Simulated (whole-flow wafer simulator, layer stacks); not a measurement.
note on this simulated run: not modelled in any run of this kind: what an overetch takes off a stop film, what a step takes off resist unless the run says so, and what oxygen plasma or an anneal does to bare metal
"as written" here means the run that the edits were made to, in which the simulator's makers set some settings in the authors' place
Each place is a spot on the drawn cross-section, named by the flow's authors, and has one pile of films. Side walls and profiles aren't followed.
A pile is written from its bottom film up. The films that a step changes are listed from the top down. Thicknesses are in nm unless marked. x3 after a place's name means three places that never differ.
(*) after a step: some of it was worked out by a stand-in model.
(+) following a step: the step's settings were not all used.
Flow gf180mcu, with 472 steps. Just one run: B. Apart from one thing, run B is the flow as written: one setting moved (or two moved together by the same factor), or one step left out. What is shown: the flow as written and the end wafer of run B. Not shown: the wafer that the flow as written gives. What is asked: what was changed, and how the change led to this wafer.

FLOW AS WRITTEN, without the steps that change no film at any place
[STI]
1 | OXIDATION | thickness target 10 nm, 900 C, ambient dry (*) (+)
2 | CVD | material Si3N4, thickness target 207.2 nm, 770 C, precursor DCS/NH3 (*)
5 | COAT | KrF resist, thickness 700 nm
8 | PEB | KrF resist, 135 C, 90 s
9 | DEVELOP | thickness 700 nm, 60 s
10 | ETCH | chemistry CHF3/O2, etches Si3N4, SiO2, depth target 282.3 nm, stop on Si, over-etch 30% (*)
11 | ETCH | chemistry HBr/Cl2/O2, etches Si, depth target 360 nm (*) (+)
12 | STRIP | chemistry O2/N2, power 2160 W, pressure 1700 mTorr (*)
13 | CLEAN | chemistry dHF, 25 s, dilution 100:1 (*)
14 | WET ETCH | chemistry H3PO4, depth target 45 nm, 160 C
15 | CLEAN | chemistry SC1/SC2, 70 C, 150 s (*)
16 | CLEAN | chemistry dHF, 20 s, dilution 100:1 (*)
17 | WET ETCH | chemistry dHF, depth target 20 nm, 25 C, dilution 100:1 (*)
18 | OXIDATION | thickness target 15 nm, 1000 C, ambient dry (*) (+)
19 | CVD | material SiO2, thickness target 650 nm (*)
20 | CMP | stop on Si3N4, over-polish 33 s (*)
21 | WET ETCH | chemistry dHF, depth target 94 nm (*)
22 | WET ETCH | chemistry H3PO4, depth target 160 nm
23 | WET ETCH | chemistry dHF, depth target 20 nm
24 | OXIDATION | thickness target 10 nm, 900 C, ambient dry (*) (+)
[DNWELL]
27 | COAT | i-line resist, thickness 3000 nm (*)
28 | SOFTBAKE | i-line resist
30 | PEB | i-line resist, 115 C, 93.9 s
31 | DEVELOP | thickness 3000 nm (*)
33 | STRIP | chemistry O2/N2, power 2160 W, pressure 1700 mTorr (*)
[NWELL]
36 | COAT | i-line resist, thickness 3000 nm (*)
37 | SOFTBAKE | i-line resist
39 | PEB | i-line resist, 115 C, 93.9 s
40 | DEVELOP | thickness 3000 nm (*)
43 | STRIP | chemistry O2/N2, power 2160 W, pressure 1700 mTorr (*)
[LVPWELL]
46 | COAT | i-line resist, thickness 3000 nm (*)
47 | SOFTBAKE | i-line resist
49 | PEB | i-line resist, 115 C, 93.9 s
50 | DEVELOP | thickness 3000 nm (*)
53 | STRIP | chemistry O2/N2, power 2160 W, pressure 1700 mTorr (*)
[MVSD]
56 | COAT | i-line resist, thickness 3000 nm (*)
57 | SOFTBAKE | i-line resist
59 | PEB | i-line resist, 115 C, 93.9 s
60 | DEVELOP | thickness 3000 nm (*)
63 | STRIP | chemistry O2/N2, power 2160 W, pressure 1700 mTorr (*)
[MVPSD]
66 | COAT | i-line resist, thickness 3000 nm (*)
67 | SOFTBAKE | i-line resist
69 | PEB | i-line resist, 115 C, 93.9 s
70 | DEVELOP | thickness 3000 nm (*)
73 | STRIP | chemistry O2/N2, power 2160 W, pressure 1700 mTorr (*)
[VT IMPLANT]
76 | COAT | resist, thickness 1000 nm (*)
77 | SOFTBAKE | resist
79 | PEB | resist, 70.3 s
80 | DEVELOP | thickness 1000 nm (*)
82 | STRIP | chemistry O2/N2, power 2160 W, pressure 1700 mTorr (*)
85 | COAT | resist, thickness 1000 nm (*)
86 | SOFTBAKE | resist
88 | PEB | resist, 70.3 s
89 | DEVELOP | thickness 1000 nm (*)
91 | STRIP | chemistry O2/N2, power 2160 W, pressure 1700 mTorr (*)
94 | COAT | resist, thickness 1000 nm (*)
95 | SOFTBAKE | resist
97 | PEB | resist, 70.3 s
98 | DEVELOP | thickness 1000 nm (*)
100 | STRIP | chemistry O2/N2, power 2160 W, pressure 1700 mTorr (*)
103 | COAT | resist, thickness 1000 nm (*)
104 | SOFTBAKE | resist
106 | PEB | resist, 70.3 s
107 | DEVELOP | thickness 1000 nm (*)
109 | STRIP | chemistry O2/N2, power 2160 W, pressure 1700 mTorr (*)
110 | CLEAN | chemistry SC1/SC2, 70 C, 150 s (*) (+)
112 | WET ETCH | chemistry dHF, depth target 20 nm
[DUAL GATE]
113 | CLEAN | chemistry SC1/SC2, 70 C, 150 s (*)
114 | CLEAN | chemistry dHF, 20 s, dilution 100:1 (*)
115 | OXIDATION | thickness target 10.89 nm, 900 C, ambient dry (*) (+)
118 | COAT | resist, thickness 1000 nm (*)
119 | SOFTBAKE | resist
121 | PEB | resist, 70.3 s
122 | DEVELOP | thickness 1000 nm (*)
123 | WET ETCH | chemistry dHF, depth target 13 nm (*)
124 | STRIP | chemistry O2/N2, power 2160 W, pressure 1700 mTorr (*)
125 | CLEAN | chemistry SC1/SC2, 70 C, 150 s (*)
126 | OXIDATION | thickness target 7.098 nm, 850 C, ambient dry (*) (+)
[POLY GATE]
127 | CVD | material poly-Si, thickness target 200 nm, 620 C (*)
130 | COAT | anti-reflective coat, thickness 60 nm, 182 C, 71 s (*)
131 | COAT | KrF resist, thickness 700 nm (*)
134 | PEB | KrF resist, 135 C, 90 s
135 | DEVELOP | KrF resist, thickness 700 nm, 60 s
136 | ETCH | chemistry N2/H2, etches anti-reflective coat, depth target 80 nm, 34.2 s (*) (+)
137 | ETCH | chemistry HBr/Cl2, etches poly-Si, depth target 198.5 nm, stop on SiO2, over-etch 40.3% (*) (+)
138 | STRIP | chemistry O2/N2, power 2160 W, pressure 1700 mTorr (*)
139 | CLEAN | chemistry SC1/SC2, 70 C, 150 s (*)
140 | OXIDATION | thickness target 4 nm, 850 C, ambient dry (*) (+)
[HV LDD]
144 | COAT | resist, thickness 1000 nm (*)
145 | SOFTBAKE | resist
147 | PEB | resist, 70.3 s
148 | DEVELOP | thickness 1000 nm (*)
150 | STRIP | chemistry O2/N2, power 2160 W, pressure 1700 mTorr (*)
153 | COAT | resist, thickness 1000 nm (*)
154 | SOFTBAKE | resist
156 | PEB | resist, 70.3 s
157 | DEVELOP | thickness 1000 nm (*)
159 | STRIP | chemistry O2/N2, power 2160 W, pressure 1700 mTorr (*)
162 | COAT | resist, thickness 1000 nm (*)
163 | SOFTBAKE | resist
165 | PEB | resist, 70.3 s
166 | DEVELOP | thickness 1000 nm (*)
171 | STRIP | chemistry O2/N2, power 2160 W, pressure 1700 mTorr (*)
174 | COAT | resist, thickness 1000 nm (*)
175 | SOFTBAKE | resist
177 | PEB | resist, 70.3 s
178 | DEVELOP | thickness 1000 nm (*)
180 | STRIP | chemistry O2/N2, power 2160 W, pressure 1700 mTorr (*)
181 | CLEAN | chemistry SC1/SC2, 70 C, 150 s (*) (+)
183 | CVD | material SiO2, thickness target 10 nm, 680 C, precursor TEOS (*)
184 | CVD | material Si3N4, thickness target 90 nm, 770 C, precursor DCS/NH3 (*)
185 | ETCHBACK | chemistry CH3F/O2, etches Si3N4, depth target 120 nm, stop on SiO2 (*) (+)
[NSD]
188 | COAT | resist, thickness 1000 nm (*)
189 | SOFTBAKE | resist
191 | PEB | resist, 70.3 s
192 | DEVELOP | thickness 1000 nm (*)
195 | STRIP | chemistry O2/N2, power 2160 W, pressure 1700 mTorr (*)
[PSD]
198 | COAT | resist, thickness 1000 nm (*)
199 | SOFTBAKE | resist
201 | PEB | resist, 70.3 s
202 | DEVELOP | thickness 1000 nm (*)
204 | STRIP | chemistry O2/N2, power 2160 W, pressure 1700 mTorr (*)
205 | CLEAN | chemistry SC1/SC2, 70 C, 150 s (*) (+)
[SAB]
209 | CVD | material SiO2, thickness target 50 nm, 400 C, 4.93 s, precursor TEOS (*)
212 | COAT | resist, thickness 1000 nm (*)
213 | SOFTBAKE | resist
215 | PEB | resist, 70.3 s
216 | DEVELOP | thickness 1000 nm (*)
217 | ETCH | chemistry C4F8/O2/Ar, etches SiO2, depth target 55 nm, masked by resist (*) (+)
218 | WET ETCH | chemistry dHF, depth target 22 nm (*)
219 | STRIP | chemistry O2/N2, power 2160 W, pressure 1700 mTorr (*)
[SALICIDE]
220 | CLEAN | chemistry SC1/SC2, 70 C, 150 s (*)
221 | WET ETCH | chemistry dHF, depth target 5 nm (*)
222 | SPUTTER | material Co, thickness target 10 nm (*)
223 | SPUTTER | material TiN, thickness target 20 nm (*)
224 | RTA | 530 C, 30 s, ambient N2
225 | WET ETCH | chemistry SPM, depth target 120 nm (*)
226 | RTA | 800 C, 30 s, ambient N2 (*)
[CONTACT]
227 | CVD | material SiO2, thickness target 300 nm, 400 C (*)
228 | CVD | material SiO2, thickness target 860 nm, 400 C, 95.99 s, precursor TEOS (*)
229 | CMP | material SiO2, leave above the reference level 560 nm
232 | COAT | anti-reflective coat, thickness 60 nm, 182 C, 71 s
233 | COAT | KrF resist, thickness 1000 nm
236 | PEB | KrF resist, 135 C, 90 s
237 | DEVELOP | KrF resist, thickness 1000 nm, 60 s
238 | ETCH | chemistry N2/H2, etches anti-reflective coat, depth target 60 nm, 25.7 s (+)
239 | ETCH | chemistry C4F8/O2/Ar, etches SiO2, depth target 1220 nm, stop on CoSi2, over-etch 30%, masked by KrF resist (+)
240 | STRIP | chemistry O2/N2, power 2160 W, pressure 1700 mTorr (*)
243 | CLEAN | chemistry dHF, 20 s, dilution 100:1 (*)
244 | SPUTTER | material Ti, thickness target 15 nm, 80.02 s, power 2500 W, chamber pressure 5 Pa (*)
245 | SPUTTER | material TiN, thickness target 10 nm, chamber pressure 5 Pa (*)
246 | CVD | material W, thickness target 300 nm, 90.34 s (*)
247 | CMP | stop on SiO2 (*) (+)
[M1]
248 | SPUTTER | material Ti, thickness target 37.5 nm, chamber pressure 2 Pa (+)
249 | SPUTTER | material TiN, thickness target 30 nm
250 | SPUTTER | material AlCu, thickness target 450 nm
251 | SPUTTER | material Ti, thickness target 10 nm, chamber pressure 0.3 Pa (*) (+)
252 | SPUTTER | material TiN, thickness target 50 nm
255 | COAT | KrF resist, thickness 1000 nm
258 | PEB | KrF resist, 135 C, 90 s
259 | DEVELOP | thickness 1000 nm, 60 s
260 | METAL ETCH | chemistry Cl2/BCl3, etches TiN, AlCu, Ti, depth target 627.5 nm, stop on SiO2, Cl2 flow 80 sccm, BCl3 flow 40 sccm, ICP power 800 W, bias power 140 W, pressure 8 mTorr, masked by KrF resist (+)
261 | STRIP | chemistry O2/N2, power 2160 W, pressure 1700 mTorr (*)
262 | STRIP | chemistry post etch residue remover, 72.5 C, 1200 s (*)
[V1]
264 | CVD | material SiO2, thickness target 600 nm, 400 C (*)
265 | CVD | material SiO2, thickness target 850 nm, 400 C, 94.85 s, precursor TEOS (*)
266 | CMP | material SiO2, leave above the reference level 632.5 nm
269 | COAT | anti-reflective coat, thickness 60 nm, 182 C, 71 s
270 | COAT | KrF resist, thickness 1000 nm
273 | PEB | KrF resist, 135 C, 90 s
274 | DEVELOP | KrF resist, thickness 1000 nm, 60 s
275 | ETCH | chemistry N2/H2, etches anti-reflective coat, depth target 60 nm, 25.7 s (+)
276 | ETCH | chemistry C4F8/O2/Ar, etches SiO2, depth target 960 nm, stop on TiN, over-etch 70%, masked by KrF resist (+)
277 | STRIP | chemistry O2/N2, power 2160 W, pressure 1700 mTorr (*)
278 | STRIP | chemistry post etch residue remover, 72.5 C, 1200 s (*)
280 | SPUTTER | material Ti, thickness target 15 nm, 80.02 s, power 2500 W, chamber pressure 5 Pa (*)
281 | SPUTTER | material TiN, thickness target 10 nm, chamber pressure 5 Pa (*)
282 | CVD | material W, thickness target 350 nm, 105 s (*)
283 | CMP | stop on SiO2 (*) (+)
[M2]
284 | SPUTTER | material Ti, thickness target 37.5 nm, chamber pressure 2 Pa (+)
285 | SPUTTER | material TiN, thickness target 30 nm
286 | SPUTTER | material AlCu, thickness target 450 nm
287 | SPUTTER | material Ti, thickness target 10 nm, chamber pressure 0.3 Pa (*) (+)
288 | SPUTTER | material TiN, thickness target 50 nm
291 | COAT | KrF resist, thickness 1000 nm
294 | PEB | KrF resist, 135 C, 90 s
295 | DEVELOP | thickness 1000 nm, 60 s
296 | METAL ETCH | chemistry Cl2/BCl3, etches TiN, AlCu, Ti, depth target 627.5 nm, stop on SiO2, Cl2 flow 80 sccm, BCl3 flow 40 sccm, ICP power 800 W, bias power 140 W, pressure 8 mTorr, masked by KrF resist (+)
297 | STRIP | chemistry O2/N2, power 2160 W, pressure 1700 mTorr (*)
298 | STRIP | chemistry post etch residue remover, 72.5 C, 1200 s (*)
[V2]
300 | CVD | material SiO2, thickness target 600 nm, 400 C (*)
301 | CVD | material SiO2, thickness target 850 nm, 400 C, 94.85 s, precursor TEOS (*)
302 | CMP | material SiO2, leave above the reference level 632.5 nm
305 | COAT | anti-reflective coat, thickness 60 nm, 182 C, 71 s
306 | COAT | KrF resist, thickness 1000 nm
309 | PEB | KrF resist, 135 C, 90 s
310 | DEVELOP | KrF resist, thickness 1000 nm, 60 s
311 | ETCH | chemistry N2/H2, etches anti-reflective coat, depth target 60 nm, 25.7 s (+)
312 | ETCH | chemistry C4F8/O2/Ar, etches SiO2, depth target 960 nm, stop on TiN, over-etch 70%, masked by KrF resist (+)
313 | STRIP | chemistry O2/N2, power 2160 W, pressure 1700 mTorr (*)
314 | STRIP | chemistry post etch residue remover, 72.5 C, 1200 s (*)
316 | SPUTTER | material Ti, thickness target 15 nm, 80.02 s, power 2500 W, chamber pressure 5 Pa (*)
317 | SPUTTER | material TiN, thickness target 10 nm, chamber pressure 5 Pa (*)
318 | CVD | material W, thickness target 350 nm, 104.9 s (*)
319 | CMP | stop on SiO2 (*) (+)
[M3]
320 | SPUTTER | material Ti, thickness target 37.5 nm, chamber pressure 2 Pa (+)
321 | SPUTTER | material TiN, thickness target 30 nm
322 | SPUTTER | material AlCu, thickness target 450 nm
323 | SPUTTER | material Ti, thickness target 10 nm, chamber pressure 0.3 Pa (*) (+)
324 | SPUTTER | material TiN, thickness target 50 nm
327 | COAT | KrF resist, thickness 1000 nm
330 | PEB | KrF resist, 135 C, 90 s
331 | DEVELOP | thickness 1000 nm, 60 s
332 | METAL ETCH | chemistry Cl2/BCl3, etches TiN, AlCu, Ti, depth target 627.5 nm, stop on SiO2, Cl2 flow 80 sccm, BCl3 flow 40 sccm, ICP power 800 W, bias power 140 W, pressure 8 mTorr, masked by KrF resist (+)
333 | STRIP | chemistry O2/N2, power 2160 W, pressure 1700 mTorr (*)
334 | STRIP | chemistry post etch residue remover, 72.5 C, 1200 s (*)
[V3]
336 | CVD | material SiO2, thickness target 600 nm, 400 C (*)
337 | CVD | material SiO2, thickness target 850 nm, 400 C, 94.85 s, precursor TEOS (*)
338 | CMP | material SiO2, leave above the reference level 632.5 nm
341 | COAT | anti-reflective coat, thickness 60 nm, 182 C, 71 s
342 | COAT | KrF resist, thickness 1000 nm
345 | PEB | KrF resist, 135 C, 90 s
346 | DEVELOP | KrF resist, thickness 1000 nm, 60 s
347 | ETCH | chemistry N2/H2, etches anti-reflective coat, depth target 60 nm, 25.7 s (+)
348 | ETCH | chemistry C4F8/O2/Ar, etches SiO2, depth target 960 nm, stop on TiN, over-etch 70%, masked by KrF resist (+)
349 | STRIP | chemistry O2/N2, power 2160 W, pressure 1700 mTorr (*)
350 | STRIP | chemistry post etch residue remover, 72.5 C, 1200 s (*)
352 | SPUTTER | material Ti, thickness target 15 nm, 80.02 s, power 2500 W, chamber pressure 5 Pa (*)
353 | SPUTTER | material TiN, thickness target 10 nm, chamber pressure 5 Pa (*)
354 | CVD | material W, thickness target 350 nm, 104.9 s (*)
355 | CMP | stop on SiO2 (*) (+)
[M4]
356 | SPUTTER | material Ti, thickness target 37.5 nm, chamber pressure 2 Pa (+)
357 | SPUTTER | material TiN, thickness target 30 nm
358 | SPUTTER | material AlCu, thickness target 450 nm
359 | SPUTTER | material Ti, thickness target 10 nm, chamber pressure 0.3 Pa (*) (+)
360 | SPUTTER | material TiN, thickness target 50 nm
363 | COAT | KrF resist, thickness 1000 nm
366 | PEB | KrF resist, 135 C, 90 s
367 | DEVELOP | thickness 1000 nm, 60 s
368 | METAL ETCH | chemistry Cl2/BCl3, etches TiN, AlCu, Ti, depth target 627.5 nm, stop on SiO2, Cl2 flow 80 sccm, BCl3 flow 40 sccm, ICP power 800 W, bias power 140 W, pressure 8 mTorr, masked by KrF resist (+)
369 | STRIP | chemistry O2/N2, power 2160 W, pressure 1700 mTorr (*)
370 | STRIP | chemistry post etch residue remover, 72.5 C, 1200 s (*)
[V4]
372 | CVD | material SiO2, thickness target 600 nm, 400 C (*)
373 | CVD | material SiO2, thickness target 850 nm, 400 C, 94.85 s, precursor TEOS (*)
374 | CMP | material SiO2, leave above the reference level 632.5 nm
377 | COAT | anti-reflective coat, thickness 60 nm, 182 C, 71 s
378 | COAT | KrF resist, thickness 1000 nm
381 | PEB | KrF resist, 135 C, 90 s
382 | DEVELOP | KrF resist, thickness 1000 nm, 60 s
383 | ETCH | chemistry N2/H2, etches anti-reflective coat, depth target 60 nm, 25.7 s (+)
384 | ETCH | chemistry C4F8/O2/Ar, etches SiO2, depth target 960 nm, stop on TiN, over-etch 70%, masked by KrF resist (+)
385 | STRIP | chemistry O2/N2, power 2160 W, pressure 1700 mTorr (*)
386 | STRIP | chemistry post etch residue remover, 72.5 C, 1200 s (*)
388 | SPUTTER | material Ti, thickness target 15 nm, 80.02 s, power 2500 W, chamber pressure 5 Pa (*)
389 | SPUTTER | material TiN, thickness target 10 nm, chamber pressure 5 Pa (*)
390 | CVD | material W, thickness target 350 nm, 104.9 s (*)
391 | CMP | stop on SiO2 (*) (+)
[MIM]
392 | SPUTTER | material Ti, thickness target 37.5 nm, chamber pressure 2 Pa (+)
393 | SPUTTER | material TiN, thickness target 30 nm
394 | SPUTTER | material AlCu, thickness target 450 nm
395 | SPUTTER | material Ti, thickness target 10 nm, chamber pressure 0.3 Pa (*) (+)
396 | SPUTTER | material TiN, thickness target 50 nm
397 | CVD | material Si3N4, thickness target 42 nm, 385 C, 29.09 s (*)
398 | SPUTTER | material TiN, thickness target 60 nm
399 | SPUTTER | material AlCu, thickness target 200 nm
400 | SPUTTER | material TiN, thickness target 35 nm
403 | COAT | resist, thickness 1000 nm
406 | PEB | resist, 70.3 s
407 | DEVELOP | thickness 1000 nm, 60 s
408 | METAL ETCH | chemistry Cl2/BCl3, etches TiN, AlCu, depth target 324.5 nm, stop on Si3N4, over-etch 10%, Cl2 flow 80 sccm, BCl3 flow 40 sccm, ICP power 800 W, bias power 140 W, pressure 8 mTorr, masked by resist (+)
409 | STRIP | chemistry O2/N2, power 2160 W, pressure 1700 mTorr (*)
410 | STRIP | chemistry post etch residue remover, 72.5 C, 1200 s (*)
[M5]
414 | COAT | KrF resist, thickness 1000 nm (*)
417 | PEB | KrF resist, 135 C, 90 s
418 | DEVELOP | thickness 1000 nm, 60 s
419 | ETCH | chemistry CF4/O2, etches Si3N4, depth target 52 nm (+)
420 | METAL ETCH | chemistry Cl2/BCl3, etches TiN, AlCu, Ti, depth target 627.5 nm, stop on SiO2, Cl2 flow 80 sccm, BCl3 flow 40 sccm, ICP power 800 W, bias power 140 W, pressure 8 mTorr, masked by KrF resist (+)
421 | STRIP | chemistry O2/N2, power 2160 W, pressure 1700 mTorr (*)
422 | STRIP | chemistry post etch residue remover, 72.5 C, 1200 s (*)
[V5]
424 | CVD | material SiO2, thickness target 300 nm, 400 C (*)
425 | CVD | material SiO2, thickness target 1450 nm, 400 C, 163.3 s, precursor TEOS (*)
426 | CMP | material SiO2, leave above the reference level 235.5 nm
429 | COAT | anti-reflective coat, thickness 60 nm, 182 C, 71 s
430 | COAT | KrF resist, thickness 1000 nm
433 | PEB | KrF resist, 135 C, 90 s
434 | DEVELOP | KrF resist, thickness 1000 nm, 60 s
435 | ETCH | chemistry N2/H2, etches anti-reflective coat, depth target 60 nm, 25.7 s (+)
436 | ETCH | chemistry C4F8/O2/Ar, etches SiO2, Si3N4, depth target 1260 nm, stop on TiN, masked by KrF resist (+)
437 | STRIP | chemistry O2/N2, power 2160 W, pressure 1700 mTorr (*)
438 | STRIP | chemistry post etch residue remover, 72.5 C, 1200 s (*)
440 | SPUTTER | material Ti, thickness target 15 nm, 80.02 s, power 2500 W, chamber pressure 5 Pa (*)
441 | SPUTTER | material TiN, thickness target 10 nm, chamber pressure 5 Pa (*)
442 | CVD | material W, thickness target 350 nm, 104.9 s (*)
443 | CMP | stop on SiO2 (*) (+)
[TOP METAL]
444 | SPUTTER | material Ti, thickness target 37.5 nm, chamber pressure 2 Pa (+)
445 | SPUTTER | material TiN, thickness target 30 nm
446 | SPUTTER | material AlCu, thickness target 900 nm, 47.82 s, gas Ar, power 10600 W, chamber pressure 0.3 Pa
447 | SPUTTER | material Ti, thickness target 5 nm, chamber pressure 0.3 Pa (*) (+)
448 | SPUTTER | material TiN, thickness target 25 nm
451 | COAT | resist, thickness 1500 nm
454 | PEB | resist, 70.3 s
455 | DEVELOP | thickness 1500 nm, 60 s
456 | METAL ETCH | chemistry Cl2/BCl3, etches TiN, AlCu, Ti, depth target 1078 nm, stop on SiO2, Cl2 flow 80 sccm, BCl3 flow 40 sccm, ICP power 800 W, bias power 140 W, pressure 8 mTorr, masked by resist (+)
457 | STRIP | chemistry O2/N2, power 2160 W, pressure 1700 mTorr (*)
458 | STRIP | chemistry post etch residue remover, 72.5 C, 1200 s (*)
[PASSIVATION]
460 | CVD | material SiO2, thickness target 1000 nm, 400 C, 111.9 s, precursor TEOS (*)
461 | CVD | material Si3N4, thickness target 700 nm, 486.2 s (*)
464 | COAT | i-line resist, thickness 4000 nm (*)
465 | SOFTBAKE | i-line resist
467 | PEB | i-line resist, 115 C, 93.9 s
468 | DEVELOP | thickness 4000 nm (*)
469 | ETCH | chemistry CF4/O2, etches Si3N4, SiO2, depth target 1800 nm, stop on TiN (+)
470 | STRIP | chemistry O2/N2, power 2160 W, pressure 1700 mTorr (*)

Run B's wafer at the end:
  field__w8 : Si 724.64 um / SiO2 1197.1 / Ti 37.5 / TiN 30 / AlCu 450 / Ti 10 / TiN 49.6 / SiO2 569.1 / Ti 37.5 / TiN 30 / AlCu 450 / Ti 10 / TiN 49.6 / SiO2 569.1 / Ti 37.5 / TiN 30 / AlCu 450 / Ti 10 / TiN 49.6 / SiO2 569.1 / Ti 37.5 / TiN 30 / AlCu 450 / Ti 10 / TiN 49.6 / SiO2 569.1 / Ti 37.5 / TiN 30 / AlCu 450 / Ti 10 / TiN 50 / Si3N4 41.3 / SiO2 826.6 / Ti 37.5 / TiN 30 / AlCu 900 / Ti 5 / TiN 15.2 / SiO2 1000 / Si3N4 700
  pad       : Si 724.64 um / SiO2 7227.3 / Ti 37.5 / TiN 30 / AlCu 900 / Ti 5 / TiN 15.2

The reason: step 448, SPUTTER: thickness target 15.6 nm was run, while the flow as written has thickness target 25 nm.

Step by step, how the change led to this:
  448 | SPUTTER | material TiN, thickness target 25 nm
      field, field__w1, field__w2 and 109 more: +15.6 TiN (new film) (in the flow as written it would be: +25 TiN (new film))
  456 | METAL ETCH | chemistry Cl2/BCl3, etches TiN, AlCu, Ti, depth target 1078 nm, stop on SiO2, Cl2 flow 80 sccm, BCl3 flow 40 sccm, ICP power 800 W, bias power 140 W, pressure 8 mTorr, masked by resist (+)
      field, field__w1, field__w2 and 103 more: -15.6 TiN (all of it), -5 Ti (all of it), -900 AlCu (all of it), -30 TiN (all of it), -37.5 Ti (all of it) (in the flow as written it would be: -25 TiN (all of it), -5 Ti (all of it), -900 AlCu (all of it), -30 TiN (all of it), -37.5 Ti (all of it))
